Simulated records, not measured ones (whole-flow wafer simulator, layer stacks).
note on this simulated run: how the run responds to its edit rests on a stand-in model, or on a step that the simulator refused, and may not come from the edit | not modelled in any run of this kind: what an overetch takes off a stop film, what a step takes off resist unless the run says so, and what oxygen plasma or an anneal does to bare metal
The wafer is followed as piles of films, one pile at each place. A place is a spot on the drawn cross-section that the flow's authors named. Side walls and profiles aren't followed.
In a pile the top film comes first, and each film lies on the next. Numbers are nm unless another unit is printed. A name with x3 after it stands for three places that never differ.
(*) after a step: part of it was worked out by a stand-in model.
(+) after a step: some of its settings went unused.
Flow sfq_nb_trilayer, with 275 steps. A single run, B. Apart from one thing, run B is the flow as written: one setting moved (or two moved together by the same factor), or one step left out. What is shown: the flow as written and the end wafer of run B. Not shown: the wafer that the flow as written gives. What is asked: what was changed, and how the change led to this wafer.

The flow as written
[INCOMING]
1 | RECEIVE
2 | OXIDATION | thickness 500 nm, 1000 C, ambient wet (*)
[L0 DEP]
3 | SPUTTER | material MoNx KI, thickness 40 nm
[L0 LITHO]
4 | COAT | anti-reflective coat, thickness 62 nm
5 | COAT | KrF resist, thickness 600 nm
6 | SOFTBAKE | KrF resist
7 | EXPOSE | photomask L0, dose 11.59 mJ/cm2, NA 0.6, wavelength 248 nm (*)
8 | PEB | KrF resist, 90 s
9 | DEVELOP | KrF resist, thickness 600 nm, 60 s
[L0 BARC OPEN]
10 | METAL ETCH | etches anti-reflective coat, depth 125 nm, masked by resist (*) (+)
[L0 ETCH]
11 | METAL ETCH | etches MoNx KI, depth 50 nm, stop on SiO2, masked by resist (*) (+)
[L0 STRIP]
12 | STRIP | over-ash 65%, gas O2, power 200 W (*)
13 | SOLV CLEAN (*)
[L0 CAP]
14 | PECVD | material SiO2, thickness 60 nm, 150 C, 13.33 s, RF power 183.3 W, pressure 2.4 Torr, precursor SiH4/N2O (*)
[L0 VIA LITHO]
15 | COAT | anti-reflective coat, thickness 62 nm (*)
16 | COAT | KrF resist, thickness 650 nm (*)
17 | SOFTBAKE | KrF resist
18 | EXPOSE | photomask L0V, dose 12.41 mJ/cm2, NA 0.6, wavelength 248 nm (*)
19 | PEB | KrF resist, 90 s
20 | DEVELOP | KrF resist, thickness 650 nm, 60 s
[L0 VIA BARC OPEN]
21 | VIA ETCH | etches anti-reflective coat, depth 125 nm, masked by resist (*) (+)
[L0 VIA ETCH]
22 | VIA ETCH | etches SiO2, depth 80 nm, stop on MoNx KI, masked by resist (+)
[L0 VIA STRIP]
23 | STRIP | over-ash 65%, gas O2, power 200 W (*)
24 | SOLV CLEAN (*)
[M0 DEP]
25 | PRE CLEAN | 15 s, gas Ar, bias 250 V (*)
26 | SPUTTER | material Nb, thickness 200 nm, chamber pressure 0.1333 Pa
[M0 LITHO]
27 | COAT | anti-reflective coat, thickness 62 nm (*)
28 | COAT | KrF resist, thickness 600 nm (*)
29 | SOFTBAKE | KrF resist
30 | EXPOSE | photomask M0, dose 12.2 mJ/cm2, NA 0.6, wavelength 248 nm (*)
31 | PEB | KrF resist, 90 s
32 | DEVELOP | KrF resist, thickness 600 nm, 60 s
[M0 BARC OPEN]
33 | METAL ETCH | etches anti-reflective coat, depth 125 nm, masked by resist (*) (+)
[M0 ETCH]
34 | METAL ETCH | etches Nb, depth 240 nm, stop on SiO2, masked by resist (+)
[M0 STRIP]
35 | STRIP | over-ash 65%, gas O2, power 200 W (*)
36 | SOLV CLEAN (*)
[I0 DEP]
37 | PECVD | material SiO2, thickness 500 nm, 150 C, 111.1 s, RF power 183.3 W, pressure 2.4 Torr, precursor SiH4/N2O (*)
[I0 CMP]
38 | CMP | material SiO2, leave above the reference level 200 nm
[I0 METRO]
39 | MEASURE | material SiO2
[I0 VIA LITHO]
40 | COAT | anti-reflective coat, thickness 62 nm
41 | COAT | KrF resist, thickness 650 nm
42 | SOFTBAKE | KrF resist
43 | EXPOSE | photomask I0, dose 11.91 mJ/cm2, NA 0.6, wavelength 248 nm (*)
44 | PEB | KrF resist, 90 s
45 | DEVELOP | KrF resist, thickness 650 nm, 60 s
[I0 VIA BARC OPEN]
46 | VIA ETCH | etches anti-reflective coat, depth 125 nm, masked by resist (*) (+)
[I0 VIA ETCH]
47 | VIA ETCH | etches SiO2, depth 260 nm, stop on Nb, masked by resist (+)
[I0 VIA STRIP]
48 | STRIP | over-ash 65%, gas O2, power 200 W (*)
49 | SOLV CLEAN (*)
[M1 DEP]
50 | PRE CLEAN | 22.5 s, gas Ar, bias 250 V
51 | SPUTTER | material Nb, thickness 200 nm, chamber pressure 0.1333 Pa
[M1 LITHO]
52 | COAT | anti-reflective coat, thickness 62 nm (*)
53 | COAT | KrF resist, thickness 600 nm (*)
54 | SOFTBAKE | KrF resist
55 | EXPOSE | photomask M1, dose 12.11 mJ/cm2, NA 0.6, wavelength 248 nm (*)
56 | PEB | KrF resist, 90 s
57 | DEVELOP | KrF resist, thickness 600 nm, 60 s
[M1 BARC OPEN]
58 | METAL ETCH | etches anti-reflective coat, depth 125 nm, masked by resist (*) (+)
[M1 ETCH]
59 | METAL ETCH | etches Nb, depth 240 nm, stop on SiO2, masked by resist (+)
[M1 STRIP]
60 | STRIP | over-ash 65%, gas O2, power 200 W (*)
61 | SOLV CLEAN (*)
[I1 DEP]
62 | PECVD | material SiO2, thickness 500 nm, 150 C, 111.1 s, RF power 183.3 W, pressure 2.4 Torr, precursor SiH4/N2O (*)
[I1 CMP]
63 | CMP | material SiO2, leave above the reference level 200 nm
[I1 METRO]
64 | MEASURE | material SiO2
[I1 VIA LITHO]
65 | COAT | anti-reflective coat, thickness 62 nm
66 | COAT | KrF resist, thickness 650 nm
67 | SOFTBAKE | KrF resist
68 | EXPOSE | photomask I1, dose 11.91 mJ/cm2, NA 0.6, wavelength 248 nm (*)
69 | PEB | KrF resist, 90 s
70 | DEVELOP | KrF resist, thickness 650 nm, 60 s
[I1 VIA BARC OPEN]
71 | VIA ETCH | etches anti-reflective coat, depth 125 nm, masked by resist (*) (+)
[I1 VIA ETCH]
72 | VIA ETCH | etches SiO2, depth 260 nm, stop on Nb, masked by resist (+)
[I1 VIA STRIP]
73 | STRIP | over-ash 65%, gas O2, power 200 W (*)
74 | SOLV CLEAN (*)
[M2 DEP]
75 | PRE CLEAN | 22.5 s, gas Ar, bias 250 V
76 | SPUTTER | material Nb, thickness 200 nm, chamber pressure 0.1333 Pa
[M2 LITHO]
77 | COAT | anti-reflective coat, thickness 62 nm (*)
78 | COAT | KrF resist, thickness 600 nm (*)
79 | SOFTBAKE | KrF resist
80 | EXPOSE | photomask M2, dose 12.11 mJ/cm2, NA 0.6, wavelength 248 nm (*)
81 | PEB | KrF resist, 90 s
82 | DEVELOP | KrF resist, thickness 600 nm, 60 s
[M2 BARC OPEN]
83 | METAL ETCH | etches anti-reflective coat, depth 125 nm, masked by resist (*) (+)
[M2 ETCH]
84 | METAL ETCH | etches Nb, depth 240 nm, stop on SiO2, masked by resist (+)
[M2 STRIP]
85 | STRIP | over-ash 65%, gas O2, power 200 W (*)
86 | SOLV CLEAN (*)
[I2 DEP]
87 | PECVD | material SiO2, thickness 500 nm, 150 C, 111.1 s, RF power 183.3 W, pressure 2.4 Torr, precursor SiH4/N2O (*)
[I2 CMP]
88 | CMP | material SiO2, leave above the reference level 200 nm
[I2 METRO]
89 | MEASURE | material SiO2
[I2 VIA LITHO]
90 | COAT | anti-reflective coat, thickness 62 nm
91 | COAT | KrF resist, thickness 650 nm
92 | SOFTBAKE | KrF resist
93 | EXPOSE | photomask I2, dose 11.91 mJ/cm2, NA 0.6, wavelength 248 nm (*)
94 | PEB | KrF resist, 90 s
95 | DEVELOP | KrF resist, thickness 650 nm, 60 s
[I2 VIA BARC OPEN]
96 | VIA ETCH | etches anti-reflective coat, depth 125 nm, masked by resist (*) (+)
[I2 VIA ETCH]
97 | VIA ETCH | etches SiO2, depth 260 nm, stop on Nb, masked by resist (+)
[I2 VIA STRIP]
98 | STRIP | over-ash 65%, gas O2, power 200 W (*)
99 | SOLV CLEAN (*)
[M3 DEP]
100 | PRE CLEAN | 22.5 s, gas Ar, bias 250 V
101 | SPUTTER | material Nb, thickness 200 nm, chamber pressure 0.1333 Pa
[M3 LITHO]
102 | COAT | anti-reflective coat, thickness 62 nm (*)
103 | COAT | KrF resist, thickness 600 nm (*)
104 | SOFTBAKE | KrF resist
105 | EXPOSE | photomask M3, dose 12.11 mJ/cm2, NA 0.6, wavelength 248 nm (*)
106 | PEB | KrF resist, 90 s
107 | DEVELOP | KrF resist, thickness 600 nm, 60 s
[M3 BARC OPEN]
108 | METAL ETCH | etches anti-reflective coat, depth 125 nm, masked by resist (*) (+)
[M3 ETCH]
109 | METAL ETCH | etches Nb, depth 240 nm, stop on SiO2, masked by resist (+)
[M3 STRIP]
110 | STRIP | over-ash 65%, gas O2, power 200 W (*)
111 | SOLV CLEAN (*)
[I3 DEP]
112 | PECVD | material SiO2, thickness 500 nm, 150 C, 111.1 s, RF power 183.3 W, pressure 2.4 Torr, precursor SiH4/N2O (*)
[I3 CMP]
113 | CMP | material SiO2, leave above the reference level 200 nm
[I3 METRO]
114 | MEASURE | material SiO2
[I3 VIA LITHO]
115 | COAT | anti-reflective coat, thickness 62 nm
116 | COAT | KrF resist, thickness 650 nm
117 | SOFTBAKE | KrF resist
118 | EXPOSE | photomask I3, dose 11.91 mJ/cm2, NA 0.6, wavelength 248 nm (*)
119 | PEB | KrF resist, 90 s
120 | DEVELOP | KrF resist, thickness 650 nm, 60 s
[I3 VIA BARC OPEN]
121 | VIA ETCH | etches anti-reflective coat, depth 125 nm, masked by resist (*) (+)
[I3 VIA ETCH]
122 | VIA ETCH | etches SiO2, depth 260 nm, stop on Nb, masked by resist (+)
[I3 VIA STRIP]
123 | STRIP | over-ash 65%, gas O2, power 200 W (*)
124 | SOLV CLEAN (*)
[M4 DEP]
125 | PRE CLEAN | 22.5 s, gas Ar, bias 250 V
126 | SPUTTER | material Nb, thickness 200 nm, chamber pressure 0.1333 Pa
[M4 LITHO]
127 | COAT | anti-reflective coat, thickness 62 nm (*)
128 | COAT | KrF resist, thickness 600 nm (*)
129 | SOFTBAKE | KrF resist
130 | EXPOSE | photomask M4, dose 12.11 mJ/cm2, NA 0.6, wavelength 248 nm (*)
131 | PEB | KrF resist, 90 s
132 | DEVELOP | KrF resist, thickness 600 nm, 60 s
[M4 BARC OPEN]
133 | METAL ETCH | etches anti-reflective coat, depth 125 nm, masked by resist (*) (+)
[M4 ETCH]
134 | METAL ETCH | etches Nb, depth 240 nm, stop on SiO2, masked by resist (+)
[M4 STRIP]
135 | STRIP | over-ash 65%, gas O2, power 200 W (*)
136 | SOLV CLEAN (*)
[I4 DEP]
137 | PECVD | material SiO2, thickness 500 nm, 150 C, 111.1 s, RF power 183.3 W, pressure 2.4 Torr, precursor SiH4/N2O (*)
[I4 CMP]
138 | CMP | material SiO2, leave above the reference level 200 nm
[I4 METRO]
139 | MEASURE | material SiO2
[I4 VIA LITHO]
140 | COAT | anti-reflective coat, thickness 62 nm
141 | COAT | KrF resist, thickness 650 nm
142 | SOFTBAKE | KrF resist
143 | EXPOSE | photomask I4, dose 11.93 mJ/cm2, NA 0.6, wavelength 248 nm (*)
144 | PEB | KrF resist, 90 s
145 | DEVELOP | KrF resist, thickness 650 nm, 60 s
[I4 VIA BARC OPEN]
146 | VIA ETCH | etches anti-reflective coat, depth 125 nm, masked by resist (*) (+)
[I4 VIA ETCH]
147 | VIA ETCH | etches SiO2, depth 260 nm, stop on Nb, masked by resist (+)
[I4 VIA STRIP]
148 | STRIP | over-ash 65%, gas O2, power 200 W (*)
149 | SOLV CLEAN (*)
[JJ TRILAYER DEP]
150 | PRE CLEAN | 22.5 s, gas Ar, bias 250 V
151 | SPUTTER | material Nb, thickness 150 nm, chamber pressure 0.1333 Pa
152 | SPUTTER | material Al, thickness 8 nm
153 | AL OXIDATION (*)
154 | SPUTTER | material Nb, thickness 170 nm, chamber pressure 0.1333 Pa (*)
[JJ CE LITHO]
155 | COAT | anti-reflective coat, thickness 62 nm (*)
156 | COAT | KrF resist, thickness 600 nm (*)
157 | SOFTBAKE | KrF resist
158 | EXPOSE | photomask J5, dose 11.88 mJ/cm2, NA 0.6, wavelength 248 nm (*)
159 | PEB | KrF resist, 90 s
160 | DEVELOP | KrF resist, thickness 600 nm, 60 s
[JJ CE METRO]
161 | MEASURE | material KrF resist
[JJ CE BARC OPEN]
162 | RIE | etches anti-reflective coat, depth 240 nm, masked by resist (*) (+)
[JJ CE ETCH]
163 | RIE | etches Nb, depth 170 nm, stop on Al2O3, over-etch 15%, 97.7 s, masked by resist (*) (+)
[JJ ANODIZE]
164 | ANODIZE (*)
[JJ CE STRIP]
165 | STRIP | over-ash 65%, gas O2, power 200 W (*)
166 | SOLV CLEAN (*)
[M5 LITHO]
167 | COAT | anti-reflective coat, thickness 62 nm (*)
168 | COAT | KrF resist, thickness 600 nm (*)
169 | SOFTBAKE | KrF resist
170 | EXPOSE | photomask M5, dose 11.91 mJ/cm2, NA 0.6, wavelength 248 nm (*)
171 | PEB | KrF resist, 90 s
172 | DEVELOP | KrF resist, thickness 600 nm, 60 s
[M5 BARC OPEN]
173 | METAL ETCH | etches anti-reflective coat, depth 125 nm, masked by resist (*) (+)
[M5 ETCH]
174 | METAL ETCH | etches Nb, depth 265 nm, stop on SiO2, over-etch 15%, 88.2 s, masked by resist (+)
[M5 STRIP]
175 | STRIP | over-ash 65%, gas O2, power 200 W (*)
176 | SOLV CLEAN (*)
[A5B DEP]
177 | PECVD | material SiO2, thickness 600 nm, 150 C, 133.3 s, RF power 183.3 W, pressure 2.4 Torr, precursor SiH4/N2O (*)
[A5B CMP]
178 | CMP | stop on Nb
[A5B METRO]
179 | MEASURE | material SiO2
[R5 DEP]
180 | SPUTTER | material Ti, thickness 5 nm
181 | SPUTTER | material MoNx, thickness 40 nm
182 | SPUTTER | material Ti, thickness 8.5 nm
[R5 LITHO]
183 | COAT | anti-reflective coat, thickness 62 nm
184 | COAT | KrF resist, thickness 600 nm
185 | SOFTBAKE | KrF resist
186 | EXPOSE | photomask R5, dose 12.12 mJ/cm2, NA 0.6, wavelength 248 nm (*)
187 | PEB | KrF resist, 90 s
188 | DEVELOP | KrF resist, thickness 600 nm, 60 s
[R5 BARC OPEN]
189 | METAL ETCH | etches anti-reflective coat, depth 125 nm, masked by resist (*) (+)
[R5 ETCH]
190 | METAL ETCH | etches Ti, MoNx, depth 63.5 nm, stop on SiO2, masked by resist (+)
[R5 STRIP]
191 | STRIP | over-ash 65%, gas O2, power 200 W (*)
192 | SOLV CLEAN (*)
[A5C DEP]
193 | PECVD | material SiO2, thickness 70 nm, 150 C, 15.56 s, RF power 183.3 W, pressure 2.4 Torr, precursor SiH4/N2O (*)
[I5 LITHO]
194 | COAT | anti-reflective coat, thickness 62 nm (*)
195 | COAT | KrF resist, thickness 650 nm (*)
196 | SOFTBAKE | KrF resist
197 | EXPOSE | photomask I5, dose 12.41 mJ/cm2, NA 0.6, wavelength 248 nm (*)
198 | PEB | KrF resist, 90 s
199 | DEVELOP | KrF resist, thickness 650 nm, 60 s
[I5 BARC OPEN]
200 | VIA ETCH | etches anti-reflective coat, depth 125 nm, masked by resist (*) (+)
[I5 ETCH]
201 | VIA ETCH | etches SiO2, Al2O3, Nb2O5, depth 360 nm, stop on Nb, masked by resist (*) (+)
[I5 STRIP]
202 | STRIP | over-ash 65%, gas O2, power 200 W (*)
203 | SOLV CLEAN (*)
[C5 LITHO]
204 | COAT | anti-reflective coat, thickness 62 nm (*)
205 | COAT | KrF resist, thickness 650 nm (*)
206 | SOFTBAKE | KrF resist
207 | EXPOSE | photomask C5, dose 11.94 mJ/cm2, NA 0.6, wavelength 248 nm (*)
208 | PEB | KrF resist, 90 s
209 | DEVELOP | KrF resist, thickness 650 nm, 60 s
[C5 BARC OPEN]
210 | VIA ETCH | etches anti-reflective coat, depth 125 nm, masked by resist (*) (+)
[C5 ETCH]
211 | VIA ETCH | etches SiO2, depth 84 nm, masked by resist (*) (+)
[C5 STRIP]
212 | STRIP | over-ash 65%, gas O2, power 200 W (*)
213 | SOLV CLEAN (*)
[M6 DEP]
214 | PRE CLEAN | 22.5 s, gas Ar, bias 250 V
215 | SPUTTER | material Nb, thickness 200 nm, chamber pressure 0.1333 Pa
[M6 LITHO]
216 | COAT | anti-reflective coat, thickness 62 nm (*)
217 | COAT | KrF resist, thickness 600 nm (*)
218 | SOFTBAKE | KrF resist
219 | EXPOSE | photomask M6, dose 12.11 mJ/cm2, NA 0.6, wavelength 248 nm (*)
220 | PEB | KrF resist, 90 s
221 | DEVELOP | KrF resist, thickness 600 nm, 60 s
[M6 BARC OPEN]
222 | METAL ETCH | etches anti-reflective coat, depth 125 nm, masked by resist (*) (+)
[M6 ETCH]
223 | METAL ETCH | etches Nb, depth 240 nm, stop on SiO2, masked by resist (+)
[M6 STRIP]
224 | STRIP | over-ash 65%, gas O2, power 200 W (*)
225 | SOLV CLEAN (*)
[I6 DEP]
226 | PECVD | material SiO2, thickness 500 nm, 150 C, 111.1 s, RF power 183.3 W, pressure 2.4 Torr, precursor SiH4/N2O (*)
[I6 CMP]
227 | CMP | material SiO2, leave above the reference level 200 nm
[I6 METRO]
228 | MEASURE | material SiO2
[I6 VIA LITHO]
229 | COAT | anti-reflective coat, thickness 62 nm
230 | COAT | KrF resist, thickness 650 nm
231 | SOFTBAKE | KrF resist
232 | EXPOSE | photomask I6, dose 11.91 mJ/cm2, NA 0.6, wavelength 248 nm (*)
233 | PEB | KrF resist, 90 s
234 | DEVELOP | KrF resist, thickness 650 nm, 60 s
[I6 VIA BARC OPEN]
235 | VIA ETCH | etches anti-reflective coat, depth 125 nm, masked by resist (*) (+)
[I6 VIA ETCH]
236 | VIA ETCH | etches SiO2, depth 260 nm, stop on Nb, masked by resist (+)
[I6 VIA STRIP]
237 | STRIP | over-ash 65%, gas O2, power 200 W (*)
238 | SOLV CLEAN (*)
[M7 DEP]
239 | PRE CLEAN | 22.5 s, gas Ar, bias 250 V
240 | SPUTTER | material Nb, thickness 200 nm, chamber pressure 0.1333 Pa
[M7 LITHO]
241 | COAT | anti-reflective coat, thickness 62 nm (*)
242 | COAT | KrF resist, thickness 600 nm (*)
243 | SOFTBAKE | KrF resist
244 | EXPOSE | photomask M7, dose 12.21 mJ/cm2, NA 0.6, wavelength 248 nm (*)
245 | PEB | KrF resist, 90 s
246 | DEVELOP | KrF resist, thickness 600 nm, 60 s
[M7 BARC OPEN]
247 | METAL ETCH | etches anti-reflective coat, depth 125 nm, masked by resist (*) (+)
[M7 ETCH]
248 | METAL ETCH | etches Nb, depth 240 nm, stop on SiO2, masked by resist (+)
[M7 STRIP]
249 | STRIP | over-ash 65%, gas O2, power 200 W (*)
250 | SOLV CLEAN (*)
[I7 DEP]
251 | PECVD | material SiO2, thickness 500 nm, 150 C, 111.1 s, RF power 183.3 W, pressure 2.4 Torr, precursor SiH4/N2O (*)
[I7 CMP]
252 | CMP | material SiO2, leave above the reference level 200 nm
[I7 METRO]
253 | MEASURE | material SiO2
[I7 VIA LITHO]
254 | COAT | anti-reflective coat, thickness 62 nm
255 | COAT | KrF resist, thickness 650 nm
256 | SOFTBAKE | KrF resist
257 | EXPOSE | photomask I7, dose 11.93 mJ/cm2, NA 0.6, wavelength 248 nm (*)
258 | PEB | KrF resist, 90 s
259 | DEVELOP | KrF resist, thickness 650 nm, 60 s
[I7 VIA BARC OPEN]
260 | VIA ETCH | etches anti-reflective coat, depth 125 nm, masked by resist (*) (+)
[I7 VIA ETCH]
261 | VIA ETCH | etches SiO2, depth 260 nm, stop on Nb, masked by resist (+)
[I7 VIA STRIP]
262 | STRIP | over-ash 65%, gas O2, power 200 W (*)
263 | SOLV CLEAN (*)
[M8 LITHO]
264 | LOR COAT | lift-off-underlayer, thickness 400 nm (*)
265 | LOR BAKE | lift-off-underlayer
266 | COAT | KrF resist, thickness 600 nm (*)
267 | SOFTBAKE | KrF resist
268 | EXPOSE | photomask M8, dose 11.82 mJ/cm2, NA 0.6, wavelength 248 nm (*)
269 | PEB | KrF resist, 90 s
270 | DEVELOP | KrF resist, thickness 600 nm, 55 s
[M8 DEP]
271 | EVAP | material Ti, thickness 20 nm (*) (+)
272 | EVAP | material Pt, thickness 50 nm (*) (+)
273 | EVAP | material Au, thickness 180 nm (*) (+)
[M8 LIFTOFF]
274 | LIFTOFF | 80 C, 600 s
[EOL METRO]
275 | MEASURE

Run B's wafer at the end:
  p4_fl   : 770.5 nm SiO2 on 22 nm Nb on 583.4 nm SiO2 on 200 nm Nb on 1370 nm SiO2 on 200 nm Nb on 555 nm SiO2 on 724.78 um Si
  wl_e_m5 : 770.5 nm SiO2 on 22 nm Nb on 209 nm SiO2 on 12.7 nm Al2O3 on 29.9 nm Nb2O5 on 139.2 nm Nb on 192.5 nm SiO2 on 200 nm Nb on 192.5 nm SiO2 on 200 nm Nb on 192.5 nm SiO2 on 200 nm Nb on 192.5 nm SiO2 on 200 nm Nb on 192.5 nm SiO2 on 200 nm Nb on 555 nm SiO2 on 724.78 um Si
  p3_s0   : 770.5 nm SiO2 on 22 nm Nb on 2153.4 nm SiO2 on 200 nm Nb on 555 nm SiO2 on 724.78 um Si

The reason: step 222, METAL ETCH: etches anti-reflective coat, depth 125 nm, masked by resist (*) (+), was omitted.

The path from the change to this, step by step:
  223 | METAL ETCH | etches Nb, depth 240 nm, stop on SiO2, masked by resist (+)
      ln_m5, p4_fl, p4_fm and 58 more: anti-reflective coat loses 62 (all of it), Nb loses 178 (it would be, as written: Nb loses 200 (all of it))
      field_r, lsp_m, lsp_r, l0_sur, l0v, wl_a_sl, wl_a_sr, wl_g_sr: anti-reflective coat loses 61.9 (all of it), Nb loses 178.1 (it would be, as written: Nb loses 200 (all of it))
      (and at 10 other places as well)
  224 | STRIP | over-ash 65%, gas O2, power 200 W (*)
      wl_j_sl, wl_j_sr: KrF resist loses 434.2 (all of it), anti-reflective coat loses 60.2 (all of it) (it would be, as written: KrF resist loses 382.5 (all of it), anti-reflective coat loses 60.2 (all of it))
      wl_c_m6, wl_f_m6: KrF resist loses 433.9 (all of it), anti-reflective coat loses 62 (all of it) (it would be, as written: KrF resist loses 382.3 (all of it), anti-reflective coat loses 62 (all of it))
      (and at 23 other places as well)
  226 | PECVD | material SiO2, thickness 500 nm, 150 C, 111.1 s, RF power 183.3 W, pressure 2.4 Torr, precursor SiH4/N2O (*)
      field_l, p4_fl, p4_fm and 62 more: SiO2 gains 500 (new film) (it would be, as written: SiO2 gains 500)
      field_r, lsp_l, ln_m5, lsp_m: SiO2 gains 494.3 (new film) (it would be, as written: SiO2 gains 493.6)
      (and at 10 other places as well)
  227 | CMP | material SiO2, leave above the reference level 200 nm
      p4_fl, p4_fm, p4_w1 and 55 more: SiO2 loses 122 (it would be, as written: SiO2 loses 100)
      lsp_r, l0_sur, l0v: SiO2 loses 114.7 (it would be, as written: SiO2 loses 91.9)
      (and at 14 other places as well)
If metal films that touch count as one body, p4_fl has 3 bodies (between them, from the top down: SiO2 583.4; SiO2 1370); the flow as written gives 2 bodies (between them, from the top down: SiO2 1370).
If metal films that touch count as one body, wl_e_m5 has 7 bodies (between them, from the top down: SiO2 209 / Al2O3 12.7 / Nb2O5 29.9; SiO2 192.5; SiO2 192.5; SiO2 192.5; SiO2 192.5; SiO2 192.5); the flow as written gives 6 bodies (between them, from the top down: SiO2 192.5; SiO2 192.5; SiO2 192.5; SiO2 192.5; SiO2 192.5).
If metal films that touch count as one body, p3_s0 has 2 bodies (between them, from the top down: SiO2 2153.4); the flow as written gives 1 body.
